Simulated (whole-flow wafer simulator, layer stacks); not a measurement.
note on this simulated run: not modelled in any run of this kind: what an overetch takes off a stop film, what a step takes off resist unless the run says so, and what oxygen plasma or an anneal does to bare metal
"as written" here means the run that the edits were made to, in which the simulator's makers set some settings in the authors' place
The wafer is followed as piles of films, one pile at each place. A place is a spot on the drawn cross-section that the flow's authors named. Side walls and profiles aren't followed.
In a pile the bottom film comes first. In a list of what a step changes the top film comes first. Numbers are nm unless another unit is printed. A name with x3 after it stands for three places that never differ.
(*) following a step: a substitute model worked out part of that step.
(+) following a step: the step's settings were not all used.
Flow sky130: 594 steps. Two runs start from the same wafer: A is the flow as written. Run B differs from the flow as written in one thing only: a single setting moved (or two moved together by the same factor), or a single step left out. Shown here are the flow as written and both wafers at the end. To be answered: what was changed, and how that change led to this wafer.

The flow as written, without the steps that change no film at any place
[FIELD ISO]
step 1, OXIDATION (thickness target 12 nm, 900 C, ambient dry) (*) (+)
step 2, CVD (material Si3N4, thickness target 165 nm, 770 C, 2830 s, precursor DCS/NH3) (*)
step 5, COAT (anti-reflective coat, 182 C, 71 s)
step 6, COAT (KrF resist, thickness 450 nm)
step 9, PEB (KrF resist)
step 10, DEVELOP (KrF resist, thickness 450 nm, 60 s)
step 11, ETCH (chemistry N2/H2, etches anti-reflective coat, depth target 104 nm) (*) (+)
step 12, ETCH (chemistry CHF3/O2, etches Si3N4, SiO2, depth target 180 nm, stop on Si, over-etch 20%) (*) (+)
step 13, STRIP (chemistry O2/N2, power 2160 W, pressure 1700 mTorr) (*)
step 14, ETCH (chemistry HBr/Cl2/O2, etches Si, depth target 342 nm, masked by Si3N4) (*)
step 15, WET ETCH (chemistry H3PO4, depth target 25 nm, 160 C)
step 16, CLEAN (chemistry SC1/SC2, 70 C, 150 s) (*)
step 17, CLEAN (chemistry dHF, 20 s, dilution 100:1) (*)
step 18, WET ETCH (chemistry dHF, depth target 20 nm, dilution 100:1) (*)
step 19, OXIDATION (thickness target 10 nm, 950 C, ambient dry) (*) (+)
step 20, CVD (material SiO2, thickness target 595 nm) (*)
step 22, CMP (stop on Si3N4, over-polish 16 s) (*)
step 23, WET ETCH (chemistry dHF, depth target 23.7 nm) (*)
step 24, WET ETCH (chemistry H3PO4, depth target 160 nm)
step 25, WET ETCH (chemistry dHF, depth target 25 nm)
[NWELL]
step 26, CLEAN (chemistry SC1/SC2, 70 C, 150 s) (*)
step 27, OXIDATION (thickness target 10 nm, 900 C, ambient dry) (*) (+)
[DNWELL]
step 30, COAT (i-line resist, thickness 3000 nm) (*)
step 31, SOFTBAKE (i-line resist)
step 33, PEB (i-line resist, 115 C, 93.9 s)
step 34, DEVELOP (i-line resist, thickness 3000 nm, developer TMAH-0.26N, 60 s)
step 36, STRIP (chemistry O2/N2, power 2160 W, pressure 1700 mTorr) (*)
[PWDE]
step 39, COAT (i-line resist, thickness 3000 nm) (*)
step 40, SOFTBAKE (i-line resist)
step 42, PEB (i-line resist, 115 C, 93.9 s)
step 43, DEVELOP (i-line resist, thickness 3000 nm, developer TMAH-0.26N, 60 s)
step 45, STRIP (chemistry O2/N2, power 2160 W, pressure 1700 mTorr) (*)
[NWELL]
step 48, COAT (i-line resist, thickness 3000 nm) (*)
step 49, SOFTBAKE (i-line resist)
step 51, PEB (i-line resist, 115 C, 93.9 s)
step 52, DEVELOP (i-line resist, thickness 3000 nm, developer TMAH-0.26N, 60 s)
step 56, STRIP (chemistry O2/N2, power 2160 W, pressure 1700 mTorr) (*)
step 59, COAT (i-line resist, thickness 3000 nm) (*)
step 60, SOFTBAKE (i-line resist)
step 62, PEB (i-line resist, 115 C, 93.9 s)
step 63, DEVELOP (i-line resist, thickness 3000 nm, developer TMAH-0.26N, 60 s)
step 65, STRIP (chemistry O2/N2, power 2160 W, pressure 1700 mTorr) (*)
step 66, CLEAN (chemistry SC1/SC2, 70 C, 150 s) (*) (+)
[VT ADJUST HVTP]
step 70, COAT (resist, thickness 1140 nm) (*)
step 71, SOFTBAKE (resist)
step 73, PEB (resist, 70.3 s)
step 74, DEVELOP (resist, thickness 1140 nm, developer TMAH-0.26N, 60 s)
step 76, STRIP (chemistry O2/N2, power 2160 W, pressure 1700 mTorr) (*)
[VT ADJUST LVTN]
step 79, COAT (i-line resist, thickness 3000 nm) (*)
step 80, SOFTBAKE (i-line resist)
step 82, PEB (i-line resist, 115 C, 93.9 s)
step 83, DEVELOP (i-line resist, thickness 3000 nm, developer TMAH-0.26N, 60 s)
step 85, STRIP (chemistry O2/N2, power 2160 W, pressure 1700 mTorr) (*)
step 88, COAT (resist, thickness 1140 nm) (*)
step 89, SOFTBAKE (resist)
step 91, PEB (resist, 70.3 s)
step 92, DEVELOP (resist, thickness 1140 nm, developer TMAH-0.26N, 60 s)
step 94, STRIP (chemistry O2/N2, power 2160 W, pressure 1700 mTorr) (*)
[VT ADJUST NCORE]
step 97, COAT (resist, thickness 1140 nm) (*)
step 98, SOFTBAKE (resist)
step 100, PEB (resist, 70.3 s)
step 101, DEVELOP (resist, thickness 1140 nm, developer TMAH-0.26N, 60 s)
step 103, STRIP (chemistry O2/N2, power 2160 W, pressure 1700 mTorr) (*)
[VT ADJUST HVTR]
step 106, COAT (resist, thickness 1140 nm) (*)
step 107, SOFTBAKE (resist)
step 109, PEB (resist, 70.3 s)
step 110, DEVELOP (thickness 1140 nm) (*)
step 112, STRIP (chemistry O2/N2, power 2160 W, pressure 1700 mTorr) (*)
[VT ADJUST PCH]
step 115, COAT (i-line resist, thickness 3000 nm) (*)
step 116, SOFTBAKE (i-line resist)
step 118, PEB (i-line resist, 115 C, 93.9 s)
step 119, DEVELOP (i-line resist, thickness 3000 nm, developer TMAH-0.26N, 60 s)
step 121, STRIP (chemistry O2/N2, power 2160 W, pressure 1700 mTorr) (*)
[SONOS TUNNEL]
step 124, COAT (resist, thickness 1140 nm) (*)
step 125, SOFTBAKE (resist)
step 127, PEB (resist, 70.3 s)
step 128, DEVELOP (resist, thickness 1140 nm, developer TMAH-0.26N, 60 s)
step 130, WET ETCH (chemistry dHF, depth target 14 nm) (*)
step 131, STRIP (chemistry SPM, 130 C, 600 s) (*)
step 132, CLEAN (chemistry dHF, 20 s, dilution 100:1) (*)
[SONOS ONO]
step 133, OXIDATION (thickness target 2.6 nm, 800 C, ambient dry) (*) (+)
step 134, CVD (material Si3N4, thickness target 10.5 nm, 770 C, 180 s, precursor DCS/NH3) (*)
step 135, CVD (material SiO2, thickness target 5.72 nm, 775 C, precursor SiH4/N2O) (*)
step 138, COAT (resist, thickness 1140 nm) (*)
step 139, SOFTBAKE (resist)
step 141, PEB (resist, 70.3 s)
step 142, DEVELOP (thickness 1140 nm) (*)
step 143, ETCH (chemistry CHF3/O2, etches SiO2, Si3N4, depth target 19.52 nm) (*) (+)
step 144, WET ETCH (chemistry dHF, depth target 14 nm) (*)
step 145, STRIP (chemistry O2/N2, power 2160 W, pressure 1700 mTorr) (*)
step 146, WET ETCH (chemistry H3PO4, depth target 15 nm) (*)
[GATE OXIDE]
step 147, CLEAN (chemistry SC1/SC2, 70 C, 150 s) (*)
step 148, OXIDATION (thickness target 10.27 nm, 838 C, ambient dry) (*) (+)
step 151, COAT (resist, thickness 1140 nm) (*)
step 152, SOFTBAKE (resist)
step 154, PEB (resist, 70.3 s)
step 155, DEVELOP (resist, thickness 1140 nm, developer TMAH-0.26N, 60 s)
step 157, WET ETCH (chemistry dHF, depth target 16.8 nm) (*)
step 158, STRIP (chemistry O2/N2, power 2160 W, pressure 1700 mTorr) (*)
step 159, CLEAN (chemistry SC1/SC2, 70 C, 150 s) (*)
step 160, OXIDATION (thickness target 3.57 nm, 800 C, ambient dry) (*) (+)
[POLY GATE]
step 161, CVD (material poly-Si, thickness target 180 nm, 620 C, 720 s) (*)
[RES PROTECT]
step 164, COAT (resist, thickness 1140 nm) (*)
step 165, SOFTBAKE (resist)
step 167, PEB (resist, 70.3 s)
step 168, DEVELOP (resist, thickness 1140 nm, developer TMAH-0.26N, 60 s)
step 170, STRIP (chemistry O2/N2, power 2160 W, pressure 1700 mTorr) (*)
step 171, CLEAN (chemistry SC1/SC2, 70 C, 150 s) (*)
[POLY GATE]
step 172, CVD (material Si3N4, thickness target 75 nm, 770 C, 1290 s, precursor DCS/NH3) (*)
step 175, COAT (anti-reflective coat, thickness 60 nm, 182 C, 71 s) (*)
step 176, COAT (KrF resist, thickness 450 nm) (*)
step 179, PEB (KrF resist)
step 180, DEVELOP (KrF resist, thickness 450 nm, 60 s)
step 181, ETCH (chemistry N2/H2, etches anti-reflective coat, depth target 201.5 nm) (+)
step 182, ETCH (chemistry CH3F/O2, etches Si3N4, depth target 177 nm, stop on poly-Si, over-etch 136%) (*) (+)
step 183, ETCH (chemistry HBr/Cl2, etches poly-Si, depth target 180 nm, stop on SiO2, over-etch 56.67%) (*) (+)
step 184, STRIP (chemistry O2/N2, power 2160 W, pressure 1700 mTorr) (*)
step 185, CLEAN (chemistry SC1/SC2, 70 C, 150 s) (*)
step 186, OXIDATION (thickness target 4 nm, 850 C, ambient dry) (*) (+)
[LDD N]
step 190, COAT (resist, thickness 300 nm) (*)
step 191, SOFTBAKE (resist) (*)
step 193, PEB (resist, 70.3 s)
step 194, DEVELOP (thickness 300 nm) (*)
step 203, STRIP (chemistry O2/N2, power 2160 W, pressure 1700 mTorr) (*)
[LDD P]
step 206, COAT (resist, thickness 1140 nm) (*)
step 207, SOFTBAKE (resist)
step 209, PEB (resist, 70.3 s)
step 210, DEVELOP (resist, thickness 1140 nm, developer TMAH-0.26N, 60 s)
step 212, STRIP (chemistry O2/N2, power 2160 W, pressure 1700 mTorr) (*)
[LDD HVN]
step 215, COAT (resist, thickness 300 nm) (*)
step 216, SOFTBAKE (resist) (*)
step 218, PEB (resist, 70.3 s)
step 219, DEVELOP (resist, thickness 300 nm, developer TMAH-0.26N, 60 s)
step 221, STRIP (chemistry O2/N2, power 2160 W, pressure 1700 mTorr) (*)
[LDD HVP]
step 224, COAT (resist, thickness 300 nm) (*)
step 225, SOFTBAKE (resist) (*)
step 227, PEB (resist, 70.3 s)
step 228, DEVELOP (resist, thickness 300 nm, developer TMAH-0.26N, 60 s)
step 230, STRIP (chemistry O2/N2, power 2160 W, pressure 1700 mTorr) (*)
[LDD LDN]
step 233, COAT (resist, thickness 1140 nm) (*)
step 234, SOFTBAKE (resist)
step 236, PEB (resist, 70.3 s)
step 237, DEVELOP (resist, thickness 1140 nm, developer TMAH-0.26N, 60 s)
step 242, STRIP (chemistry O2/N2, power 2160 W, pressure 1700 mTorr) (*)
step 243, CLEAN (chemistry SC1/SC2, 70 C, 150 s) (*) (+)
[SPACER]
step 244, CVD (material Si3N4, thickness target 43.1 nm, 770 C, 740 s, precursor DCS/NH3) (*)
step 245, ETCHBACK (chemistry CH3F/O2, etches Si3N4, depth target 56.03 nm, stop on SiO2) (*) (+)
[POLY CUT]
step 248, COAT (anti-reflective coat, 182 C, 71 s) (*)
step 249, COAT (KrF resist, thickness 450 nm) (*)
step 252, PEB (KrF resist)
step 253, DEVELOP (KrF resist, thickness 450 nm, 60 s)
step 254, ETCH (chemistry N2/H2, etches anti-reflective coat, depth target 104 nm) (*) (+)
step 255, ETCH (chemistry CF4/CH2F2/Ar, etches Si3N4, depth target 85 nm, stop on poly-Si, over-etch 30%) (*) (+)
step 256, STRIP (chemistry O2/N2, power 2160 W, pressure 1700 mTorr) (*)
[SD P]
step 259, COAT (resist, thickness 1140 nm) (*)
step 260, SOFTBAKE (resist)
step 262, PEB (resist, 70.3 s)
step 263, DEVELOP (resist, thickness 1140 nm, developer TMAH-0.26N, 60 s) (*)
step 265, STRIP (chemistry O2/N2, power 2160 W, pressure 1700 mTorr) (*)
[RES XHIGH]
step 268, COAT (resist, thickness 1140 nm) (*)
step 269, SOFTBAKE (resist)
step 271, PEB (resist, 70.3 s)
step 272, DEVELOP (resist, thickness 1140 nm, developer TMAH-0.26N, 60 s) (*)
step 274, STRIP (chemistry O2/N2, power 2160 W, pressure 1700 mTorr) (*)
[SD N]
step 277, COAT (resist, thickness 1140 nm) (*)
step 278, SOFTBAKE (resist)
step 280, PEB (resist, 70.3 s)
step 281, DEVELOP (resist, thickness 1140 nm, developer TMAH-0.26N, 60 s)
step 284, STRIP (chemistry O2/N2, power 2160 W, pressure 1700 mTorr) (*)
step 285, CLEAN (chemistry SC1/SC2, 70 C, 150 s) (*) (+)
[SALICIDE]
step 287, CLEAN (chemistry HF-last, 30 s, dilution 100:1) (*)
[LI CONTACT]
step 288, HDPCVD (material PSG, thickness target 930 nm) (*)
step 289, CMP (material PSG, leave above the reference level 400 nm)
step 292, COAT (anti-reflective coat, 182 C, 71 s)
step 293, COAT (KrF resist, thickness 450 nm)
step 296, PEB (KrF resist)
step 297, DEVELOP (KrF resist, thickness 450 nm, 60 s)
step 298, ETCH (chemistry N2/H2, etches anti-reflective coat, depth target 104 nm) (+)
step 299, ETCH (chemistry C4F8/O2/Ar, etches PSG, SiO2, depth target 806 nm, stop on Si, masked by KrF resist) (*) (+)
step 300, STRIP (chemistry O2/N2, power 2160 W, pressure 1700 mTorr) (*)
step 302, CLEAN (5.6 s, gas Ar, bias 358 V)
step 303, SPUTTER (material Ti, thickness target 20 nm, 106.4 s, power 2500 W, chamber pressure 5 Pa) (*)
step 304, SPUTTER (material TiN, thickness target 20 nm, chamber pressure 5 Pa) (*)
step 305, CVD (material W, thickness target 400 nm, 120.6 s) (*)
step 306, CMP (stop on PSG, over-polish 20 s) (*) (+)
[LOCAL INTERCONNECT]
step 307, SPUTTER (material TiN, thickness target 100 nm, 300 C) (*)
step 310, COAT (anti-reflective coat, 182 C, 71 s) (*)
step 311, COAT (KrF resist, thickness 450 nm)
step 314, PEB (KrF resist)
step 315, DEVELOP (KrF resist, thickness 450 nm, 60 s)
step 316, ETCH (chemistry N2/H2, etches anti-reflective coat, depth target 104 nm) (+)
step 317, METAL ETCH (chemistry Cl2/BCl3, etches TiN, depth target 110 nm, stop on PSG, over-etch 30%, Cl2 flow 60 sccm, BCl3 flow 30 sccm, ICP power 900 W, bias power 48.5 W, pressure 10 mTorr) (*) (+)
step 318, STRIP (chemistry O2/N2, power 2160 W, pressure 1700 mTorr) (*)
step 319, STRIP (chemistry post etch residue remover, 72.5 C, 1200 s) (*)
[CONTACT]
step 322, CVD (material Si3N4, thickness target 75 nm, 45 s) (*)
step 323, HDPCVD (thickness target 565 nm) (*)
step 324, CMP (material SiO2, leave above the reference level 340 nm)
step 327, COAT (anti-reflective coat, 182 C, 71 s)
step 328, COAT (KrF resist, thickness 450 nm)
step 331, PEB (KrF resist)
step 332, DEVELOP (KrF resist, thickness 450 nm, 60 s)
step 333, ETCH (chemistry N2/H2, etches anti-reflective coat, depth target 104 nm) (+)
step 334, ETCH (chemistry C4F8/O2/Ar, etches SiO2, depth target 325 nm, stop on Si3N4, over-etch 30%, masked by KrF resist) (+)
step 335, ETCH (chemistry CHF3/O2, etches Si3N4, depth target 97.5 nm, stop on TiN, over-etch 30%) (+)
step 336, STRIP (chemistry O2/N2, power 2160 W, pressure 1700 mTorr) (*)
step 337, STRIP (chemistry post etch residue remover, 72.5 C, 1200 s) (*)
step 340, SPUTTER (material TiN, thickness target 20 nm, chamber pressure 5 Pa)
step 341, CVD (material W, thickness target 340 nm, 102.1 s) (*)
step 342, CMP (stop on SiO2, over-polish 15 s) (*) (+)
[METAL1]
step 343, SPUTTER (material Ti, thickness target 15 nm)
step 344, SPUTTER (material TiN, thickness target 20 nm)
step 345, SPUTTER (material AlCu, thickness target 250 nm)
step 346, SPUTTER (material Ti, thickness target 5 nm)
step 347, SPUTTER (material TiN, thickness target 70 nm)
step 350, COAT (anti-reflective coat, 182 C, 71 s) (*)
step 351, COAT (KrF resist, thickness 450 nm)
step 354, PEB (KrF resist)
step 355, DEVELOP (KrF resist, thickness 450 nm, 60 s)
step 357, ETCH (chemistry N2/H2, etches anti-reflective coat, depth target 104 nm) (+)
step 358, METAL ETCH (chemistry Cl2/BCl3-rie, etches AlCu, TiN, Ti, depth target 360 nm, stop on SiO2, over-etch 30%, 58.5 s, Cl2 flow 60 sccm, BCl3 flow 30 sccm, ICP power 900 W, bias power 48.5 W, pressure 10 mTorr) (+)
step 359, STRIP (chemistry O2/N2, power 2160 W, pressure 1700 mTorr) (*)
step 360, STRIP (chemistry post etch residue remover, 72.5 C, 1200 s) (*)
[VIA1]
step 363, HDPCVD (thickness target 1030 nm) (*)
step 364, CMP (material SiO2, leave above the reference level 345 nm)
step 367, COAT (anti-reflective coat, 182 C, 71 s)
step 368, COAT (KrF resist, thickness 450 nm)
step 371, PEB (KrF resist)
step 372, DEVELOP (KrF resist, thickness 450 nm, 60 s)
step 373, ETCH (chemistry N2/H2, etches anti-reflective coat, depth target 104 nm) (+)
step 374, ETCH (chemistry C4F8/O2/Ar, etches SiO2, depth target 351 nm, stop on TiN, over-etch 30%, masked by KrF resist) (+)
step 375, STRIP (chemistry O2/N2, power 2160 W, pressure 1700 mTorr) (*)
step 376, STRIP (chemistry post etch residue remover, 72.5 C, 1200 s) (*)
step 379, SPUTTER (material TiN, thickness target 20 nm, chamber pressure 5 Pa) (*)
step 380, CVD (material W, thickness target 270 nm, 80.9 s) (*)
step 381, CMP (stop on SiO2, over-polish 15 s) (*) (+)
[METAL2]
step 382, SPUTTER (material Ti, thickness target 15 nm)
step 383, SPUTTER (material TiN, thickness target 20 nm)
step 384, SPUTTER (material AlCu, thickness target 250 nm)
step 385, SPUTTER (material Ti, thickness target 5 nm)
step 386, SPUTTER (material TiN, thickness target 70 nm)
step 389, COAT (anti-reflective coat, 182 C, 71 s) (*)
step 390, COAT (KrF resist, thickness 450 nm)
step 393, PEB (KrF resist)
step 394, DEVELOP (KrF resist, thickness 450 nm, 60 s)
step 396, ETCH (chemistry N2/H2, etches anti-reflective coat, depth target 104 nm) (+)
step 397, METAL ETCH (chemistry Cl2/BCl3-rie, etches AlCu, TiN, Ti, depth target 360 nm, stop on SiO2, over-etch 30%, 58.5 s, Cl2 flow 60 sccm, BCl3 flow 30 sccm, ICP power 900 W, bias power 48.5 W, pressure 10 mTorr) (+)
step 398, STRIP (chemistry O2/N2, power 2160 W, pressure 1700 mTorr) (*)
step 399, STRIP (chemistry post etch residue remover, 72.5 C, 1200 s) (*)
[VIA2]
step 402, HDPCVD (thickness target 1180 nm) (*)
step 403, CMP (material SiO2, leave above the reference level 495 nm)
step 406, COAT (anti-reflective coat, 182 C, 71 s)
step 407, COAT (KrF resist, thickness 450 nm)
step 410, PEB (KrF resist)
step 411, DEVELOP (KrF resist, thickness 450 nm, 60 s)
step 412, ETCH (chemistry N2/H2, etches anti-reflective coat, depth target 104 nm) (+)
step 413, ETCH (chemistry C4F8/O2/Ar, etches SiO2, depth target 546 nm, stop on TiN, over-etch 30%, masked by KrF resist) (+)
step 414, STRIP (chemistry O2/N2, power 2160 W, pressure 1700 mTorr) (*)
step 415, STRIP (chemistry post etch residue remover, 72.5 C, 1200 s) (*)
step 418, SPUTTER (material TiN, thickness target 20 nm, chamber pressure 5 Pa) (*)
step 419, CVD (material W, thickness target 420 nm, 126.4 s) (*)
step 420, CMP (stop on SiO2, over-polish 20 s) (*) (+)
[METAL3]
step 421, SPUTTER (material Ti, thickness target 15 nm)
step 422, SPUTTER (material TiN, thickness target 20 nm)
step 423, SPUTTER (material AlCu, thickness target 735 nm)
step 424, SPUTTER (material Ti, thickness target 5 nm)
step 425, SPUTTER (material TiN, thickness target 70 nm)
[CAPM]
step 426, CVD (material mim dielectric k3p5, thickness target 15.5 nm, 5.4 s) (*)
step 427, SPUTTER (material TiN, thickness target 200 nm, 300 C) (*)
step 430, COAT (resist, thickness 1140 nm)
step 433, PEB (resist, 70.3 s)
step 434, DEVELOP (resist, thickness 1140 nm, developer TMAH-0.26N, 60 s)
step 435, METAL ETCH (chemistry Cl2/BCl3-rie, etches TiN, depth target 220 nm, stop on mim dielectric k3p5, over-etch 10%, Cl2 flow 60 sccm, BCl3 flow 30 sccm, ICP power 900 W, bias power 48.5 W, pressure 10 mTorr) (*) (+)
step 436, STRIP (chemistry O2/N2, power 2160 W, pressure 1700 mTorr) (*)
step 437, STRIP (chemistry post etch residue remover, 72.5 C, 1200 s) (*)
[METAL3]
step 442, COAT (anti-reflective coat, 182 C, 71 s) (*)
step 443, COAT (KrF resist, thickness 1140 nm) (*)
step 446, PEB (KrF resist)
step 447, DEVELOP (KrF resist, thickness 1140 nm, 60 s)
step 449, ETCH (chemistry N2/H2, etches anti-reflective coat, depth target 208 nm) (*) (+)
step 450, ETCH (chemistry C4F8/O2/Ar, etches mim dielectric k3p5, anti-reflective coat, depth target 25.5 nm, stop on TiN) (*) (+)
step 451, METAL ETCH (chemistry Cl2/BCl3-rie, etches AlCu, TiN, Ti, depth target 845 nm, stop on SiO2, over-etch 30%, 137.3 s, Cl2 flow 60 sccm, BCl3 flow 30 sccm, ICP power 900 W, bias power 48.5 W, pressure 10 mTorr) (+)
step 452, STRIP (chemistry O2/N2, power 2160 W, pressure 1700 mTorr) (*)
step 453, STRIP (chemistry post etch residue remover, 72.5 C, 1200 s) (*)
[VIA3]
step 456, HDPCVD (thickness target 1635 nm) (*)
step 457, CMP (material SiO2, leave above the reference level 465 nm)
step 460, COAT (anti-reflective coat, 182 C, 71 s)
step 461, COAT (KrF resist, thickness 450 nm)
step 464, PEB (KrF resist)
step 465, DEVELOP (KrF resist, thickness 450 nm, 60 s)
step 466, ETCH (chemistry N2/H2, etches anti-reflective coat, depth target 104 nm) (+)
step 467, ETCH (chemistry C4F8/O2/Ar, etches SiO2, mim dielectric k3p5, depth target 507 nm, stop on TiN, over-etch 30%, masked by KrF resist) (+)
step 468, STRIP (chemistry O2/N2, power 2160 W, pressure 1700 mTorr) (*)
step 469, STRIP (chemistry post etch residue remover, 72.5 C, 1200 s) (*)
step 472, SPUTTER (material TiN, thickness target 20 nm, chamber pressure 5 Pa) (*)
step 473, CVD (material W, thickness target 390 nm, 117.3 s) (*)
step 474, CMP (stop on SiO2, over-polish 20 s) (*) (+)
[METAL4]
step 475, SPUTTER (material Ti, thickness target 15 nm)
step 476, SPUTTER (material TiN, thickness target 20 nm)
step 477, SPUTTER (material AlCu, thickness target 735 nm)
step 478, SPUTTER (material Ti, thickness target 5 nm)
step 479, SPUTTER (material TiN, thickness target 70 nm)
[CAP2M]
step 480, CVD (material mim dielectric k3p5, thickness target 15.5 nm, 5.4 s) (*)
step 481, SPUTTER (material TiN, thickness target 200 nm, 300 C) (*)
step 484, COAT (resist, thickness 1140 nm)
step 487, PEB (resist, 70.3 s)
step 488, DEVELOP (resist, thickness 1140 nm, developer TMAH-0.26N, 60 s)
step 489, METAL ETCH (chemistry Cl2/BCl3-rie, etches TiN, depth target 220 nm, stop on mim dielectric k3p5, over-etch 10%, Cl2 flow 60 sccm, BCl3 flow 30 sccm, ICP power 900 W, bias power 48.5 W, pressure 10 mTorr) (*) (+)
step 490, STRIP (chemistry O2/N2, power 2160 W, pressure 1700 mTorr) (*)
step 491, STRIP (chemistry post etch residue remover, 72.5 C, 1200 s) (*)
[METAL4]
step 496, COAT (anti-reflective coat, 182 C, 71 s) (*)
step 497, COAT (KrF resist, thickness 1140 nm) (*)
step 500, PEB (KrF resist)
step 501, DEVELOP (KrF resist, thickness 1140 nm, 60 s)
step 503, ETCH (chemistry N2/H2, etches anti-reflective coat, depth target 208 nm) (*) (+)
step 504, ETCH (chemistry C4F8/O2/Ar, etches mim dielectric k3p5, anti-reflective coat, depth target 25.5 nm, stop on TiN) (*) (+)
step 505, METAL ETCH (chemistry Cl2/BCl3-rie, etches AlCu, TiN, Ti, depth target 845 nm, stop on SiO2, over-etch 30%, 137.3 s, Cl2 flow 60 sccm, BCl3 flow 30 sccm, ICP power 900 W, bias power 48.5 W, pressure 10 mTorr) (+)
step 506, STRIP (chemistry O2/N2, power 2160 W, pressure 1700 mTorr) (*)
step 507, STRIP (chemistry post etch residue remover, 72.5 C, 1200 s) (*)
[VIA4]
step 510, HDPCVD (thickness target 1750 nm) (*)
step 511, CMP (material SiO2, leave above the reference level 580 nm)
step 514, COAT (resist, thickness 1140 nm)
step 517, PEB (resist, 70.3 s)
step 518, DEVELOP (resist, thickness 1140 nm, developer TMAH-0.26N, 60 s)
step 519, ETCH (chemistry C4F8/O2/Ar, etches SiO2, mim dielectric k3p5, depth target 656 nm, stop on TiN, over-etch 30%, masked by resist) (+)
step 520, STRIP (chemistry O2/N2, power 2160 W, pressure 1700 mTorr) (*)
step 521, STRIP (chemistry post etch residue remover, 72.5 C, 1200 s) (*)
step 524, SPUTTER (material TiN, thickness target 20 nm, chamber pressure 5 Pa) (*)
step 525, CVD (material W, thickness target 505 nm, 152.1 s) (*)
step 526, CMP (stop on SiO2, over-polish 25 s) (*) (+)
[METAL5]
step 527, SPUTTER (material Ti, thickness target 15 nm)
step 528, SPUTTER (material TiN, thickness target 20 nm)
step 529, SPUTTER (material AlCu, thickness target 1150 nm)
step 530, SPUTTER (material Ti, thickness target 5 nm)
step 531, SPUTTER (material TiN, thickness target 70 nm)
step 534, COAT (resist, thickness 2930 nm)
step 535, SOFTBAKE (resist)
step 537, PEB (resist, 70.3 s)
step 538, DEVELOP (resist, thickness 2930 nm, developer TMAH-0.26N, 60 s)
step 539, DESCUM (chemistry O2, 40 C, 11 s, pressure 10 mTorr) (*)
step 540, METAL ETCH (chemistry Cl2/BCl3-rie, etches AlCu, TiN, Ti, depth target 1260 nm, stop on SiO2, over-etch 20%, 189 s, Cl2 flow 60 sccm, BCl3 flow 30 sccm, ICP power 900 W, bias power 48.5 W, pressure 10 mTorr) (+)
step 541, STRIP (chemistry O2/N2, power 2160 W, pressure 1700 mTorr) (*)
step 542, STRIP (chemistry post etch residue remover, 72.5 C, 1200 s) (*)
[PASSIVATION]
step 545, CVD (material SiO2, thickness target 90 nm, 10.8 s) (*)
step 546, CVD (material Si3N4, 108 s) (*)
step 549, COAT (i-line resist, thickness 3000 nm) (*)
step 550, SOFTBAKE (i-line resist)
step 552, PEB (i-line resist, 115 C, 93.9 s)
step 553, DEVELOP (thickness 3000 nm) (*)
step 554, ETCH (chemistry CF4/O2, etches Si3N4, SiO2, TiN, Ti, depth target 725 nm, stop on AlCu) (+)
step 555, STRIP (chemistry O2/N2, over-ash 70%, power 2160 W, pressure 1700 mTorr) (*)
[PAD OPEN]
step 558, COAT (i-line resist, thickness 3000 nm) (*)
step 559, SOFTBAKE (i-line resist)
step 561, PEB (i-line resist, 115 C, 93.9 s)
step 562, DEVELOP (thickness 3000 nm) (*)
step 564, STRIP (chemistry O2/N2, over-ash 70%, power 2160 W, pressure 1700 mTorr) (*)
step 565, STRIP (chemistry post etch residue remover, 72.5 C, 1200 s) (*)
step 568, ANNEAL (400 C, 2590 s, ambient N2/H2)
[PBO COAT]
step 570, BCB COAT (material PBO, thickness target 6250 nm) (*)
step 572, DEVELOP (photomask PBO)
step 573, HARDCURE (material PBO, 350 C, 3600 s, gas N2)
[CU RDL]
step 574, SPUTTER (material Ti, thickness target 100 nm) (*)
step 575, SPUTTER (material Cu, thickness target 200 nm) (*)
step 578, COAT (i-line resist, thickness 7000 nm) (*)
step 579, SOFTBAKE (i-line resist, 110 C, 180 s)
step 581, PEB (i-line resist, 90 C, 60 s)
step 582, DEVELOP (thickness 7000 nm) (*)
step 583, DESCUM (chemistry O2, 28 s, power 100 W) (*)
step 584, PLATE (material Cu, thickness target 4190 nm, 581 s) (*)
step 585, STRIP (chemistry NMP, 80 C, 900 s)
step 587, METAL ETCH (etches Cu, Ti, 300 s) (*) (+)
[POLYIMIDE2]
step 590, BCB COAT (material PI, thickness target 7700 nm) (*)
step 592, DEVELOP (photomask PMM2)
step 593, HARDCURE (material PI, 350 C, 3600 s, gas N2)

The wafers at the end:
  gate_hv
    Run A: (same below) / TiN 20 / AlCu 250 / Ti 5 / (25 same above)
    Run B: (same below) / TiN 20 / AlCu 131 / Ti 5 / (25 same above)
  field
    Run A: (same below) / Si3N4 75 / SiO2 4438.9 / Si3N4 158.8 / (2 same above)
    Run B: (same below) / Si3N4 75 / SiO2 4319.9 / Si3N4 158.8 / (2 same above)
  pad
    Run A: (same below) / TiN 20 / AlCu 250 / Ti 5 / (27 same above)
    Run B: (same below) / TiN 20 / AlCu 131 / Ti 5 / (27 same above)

Cause: step 345, SPUTTER: thickness target 131 nm was run, though the flow has thickness target 250 nm.
The wafer itself shows it: gate_hv has AlCu 131, and step 345 as written asks for 250 nm.

Step by step, how the change led to this:
  step 345, SPUTTER (material AlCu, thickness target 250 nm)
      field, active, n_well and 188 more: A +250 AlCu (new film) | B +131 AlCu (new film)
  step 358, METAL ETCH (chemistry Cl2/BCl3-rie, etches AlCu, TiN, Ti, depth target 360 nm, stop on SiO2, over-etch 30%, 58.5 s, Cl2 flow 60 sccm, BCl3 flow 30 sccm, ICP power 900 W, bias power 48.5 W, pressure 10 mTorr) (+)
      field, active, gate and 81 more: A -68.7 TiN (all of it), -5 Ti (all of it), -250 AlCu (all of it), -20 TiN (all of it), -15 Ti (all of it), -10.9 SiO2 | B -68.7 TiN (all of it), -5 Ti (all of it), -131 AlCu (all of it), -20 TiN (all of it), -15 Ti (all of it), -22.8 SiO2
  step 364, CMP (material SiO2, leave above the reference level 345 nm)
      field, active, gate and 81 more: A -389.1 SiO2 | B -496.2 SiO2
